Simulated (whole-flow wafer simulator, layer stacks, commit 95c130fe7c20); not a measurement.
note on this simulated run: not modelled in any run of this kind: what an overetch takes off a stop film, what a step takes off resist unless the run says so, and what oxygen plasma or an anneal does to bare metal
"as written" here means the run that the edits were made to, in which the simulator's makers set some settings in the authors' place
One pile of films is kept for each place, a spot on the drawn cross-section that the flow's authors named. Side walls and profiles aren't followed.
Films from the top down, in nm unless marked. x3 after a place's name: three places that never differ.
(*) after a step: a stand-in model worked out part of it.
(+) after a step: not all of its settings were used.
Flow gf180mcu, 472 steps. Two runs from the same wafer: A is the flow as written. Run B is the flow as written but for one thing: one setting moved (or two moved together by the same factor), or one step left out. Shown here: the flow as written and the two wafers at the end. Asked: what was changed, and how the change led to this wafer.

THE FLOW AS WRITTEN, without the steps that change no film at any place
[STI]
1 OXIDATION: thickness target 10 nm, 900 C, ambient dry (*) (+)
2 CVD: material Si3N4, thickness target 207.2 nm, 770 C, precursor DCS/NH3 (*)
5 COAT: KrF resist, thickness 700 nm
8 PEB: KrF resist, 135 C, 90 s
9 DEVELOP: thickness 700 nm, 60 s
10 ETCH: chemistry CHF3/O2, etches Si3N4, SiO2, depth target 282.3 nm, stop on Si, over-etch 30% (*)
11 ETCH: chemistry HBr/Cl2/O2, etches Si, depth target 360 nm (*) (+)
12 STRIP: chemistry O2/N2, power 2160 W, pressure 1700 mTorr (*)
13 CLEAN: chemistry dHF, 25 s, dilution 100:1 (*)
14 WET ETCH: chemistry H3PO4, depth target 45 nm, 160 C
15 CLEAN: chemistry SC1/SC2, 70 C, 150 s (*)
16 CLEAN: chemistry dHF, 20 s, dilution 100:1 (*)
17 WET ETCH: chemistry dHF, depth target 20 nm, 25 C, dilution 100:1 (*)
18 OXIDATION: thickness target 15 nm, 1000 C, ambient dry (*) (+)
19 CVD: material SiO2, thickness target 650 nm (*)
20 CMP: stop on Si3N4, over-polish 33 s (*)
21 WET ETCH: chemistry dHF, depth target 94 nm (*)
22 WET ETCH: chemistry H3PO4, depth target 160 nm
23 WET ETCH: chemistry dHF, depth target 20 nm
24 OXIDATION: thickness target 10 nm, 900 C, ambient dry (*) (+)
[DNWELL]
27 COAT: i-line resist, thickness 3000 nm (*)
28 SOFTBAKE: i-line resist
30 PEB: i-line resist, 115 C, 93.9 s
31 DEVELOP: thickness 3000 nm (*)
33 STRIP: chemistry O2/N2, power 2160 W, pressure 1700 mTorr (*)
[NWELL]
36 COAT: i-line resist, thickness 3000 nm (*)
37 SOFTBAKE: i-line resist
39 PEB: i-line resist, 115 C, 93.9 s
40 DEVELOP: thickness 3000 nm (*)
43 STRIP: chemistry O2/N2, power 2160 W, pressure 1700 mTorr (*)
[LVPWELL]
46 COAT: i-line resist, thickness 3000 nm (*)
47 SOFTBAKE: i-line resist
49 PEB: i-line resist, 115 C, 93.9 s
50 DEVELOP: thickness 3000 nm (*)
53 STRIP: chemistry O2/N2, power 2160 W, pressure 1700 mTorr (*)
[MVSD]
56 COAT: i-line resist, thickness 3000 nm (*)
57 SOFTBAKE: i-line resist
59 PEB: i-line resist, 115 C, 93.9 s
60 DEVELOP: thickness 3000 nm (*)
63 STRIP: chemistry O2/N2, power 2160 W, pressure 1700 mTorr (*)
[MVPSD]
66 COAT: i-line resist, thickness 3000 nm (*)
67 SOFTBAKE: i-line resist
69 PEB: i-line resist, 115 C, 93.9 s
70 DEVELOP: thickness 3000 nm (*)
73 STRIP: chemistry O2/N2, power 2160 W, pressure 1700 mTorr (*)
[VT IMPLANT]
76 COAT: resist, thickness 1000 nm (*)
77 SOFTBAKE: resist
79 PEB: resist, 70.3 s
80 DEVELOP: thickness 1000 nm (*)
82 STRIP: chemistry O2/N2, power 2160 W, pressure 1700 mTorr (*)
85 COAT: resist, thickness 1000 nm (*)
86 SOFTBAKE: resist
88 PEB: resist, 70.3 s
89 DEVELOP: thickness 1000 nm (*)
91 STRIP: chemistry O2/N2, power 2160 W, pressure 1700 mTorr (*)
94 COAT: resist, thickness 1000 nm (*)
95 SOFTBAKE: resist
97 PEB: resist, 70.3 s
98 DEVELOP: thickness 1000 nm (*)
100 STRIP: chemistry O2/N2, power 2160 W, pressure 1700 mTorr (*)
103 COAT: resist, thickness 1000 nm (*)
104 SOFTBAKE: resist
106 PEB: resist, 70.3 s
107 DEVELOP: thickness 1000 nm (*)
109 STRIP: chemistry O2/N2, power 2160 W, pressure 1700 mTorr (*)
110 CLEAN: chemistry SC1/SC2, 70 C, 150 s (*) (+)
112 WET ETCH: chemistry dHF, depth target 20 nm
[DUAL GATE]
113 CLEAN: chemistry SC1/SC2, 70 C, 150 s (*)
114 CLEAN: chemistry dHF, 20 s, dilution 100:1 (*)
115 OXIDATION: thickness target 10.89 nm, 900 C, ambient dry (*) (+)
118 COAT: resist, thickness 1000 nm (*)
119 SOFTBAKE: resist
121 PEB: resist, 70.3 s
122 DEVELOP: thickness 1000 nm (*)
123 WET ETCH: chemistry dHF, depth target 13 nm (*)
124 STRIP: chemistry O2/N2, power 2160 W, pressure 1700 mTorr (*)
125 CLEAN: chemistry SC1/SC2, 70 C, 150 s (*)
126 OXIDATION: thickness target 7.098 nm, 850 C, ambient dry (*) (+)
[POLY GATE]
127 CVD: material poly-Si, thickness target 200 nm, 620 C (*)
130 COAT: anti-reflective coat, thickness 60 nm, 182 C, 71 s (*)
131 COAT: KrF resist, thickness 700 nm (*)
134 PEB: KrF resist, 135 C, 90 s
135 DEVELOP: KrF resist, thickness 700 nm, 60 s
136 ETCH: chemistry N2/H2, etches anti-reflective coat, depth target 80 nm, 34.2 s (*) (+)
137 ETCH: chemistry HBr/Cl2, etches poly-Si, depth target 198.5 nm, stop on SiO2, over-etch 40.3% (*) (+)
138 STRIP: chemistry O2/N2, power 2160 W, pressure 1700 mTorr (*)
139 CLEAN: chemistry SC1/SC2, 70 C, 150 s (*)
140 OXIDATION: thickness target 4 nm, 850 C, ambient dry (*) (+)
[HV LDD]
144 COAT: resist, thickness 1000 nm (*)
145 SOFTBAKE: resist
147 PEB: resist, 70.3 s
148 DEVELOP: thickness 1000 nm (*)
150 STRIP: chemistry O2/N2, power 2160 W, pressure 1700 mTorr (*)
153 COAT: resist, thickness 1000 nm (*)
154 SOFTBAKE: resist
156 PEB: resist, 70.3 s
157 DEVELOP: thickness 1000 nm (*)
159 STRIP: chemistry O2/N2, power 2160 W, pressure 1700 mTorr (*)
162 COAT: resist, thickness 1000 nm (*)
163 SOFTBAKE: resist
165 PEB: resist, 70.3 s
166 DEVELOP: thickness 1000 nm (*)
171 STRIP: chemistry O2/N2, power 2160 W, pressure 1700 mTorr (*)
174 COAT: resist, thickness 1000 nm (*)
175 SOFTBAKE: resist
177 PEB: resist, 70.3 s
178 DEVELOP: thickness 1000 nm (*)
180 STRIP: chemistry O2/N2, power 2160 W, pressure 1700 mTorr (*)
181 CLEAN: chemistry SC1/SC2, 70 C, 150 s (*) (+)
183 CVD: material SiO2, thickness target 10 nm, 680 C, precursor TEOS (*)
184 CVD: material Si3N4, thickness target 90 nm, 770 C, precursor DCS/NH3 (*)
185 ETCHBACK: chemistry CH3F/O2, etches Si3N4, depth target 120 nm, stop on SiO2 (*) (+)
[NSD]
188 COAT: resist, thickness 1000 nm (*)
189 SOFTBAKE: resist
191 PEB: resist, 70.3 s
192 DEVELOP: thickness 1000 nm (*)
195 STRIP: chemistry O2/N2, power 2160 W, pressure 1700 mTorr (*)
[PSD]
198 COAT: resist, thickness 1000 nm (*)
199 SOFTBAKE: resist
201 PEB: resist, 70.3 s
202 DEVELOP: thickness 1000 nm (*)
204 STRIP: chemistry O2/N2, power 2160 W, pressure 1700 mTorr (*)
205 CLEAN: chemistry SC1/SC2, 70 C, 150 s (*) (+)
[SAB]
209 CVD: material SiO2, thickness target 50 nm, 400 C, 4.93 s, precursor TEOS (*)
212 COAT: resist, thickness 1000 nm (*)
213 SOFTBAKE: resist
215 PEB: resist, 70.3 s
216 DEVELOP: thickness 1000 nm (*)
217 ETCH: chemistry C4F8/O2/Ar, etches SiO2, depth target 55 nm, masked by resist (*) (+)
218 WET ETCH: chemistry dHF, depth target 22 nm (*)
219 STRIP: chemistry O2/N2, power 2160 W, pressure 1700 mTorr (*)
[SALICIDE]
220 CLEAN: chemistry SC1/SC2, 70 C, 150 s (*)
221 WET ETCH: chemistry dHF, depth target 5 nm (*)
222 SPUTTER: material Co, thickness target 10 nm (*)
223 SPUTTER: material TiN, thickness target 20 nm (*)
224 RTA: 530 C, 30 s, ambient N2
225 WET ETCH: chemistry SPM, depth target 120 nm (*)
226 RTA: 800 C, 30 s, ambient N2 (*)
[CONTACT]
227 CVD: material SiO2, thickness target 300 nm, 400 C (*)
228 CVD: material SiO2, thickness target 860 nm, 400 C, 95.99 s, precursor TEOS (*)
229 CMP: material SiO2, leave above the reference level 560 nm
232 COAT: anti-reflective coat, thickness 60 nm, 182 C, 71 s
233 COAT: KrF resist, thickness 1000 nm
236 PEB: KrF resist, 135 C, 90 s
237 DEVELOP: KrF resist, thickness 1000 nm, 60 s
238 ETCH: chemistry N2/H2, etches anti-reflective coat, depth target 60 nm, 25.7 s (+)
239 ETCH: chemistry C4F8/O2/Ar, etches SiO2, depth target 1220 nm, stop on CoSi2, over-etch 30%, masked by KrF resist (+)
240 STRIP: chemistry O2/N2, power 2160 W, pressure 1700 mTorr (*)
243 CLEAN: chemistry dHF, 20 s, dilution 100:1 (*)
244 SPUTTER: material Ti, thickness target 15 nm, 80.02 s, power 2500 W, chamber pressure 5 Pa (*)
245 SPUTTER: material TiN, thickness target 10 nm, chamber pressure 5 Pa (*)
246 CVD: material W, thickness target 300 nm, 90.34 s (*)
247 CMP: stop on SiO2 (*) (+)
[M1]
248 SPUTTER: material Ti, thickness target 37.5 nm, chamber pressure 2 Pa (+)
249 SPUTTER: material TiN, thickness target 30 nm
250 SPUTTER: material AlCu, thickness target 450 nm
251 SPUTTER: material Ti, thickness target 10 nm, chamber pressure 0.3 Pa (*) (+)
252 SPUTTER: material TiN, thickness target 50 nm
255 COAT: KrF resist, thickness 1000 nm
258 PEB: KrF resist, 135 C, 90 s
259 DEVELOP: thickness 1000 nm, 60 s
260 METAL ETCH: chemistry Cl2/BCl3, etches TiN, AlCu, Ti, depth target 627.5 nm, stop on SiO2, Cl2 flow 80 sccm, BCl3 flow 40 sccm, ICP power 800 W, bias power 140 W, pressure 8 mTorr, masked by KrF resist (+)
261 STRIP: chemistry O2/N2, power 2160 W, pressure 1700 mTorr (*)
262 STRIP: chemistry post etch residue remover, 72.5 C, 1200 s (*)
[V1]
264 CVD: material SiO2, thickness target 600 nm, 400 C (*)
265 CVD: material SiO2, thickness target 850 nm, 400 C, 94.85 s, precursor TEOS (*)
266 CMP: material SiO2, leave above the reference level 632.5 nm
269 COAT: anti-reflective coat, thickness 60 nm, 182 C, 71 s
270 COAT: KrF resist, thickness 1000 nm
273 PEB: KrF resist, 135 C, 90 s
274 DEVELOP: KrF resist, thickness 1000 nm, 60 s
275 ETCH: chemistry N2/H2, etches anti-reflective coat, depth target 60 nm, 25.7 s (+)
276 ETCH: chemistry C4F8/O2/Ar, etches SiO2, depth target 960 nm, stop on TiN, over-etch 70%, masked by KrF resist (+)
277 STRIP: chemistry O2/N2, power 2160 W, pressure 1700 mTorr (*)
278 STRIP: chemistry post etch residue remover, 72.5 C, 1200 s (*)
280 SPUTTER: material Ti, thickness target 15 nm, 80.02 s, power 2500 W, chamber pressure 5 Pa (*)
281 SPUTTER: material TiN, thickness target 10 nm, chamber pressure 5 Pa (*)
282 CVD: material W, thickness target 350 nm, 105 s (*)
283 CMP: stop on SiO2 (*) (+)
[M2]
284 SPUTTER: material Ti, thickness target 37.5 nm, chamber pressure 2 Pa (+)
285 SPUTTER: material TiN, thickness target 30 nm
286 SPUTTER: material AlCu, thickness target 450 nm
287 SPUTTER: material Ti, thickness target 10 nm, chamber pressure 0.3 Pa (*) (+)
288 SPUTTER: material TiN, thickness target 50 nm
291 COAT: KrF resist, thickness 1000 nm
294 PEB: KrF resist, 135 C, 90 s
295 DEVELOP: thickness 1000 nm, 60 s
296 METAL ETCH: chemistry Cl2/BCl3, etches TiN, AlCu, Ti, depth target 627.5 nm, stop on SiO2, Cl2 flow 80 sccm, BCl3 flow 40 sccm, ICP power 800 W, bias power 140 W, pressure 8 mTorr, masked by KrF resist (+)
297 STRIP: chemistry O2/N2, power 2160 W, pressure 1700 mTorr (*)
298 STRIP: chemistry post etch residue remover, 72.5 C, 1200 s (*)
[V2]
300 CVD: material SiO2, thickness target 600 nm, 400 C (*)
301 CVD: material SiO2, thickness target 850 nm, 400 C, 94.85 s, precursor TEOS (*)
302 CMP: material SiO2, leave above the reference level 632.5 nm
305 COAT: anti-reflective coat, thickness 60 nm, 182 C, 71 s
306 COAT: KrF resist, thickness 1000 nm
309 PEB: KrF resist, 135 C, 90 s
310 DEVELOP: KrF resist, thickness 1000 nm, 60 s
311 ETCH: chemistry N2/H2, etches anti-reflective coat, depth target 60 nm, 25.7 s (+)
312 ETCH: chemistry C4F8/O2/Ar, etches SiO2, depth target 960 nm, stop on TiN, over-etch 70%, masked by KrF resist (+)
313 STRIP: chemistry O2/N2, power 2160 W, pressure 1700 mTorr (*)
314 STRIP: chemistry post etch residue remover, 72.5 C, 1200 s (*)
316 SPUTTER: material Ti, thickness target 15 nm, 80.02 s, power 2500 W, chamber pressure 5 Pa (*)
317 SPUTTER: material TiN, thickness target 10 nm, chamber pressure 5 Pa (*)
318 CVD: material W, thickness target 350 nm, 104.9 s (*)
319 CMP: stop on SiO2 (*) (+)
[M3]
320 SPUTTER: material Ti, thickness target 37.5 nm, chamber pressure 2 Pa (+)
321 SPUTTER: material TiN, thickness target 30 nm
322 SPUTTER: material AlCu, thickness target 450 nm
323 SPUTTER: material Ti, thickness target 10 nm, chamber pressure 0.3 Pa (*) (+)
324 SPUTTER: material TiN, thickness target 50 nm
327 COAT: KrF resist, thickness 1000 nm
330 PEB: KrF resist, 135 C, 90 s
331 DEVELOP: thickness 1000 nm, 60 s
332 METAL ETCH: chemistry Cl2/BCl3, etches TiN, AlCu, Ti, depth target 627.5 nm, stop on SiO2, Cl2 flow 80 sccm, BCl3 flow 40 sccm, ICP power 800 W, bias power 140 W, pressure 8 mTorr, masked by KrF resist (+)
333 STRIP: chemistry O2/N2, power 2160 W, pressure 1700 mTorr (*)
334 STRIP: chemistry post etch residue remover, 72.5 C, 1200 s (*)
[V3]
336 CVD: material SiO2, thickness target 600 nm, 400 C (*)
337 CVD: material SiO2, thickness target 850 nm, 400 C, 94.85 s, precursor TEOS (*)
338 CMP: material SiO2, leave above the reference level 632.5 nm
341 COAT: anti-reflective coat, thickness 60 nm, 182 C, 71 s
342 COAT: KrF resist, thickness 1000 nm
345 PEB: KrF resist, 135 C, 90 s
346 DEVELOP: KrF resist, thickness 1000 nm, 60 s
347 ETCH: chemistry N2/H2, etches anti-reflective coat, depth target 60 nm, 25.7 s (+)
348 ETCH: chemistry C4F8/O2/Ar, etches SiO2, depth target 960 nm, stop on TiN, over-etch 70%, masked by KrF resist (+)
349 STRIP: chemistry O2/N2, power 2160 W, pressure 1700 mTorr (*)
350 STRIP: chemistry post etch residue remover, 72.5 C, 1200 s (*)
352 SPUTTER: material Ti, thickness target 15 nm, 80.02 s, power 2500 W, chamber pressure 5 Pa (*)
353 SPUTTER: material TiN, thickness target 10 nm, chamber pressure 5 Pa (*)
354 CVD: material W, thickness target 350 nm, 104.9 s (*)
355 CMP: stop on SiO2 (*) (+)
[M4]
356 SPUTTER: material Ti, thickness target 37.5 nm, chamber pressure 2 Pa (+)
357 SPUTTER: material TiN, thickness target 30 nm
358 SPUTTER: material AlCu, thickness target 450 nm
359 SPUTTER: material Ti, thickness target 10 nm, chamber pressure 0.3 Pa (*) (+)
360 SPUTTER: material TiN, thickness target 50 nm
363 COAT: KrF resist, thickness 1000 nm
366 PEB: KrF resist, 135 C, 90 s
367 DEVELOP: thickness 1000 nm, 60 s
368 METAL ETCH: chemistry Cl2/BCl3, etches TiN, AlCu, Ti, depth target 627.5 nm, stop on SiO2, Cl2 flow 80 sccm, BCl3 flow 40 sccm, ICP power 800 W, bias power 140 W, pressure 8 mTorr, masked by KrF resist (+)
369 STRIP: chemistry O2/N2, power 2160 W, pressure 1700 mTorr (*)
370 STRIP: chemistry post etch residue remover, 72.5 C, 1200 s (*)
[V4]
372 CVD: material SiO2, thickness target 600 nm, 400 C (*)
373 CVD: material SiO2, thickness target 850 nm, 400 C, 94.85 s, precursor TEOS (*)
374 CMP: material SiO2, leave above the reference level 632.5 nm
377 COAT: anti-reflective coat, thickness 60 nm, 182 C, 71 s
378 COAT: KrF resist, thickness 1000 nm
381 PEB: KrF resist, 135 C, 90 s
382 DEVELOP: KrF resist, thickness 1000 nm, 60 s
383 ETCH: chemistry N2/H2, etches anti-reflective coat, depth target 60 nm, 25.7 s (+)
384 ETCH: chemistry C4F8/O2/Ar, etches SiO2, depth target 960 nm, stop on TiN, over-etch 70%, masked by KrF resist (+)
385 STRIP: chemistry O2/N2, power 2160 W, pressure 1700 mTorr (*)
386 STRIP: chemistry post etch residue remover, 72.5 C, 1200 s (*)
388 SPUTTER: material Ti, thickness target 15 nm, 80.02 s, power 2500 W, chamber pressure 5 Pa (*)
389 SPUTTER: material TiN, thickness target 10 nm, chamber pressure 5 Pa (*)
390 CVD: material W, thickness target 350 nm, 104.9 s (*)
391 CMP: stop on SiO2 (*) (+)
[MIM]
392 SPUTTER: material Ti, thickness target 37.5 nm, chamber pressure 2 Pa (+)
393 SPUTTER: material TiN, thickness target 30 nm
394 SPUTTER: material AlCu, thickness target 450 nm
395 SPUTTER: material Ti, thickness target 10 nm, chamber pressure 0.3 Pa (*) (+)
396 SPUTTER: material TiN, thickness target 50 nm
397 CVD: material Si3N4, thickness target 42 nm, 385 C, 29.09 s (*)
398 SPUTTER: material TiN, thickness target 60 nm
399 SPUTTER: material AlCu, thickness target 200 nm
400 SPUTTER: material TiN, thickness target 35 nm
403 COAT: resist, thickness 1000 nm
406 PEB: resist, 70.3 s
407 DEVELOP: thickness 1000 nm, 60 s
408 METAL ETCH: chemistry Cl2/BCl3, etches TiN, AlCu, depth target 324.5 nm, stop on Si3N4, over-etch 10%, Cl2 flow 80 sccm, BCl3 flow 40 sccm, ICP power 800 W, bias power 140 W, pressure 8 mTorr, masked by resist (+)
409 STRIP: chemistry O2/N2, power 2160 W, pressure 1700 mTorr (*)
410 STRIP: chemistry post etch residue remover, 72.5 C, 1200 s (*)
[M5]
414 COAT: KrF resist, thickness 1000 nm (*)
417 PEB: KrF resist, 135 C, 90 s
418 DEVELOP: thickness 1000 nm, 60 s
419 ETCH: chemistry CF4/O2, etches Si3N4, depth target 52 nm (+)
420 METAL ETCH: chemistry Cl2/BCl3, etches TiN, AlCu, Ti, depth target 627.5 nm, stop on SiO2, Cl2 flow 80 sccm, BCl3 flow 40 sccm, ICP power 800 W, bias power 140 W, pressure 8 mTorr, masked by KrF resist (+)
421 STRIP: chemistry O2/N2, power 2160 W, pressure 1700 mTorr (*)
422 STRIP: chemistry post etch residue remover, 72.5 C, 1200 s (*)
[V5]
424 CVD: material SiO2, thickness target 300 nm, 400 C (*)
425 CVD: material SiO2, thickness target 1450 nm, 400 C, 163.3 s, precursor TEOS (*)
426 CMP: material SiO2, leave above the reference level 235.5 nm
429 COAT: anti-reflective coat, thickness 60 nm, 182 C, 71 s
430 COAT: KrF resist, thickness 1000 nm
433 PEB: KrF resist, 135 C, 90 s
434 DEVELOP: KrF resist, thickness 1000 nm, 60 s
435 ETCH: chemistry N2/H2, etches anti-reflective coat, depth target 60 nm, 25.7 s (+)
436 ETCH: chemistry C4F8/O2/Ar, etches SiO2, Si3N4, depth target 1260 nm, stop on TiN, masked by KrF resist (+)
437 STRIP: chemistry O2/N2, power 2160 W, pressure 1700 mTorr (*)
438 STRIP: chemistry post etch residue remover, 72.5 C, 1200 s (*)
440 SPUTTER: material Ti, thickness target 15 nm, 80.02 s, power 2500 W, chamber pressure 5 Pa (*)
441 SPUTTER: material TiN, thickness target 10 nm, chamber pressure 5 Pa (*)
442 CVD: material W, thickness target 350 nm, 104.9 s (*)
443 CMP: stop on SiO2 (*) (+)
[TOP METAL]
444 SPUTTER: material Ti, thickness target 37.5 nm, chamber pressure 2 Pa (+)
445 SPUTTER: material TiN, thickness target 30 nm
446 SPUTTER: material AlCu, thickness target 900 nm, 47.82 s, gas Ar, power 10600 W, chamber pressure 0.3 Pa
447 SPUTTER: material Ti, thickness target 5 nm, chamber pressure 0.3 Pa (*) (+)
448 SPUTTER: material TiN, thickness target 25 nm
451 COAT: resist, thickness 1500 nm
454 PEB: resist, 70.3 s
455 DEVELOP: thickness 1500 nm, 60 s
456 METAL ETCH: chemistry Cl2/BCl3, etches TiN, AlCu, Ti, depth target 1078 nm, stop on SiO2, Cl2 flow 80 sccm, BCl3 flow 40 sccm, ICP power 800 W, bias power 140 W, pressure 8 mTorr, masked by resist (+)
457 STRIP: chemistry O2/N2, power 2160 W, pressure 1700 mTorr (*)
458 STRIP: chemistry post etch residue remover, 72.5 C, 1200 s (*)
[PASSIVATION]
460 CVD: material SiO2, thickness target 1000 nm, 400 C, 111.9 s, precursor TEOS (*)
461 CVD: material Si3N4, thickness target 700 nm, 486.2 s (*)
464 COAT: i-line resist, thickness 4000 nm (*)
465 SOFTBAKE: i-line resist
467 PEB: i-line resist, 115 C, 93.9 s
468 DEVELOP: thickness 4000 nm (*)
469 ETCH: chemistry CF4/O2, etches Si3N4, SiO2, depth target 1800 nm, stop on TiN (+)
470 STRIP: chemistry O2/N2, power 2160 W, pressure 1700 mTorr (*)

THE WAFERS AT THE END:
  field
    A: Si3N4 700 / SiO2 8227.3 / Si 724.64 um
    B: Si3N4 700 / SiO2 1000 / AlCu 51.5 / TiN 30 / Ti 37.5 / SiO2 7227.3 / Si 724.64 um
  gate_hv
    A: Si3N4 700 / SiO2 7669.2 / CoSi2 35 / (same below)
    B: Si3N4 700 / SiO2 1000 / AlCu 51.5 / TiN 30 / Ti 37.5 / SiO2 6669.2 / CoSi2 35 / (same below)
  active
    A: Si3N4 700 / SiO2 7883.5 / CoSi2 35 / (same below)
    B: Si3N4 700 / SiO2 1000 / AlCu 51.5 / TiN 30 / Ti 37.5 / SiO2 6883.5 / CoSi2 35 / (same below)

The cause: step 456, METAL ETCH: depth target 872.8 nm was run, where the flow has depth target 1078 nm.

How the change led to this, step by step:
  456 METAL ETCH: chemistry Cl2/BCl3, etches TiN, AlCu, Ti, depth target 1078 nm, stop on SiO2, Cl2 flow 80 sccm, BCl3 flow 40 sccm, ICP power 800 W, bias power 140 W, pressure 8 mTorr, masked by resist (+)
      field, field__w1, field__w2 and 103 more: A TiN -25 (all of it), Ti -5 (all of it), AlCu -900 (all of it), TiN -30 (all of it), Ti -37.5 (all of it) | B TiN -25 (all of it), Ti -5 (all of it), AlCu -842.8
      field__w8, contact, m1, m1__w1, pad, m1_nw: A resist -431 | B resist -349.1
  457 STRIP: chemistry O2/N2, power 2160 W, pressure 1700 mTorr (*)
      field__w8, contact, m1, m1__w1, pad, m1_nw: A resist -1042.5 (all of it) | B resist -1124.3 (all of it)
  458 STRIP: chemistry post etch residue remover, 72.5 C, 1200 s (*)
      field, field__w1, field__w2 and 103 more: A nothing | B AlCu -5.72
  460 CVD: material SiO2, thickness target 1000 nm, 400 C, 111.9 s, precursor TEOS (*)
      field, field__w1, field__w2 and 103 more: A SiO2 +1000 | B SiO2 +1000 (new film)
  464 COAT: i-line resist, thickness 4000 nm (*)
      field__w8: A i-line resist +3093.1 (new film) | B i-line resist +3198.2 (new film)
      contact: A i-line resist +3153.6 (new film) | B i-line resist +3247.7 (new film)
      (and at 4 more places)
  465 SOFTBAKE: i-line resist
      field__w11, field__w13: A i-line resist +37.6 | B i-line resist +31.3
      ld_fp_p, ld_drift_p: A i-line resist +33.8 | B i-line resist +28.2
      (and at 65 more places)
  467 PEB: i-line resist, 115 C, 93.9 s
      field__w8, m1__w1: A i-line resist -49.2 | B i-line resist -51.3
      contact, m1: A i-line resist -49.6 | B i-line resist -51.7
      (and at 2 more places)
  468 DEVELOP: thickness 4000 nm (*)
      pad: A i-line resist -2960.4 (all of it) | B i-line resist -3076.3 (all of it)
  470 STRIP: chemistry O2/N2, power 2160 W, pressure 1700 mTorr (*)
      field__w8: A i-line resist -1775.9 (all of it) | B i-line resist -1889.9 (all of it)
      contact: A i-line resist -1798.3 (all of it) | B i-line resist -1908.3 (all of it)
      (and at 3 more places)
Counting metal films that touch as one body, field has 1 body; the flow as written gives 0 bodies.
Counting metal films that touch as one body, gate_hv has 2 bodies (between them, from the top down: SiO2 6669.2); the flow as written gives 1 body.
Counting metal films that touch as one body, active has 2 bodies (between them, from the top down: SiO2 6883.5); the flow as written gives 1 body.
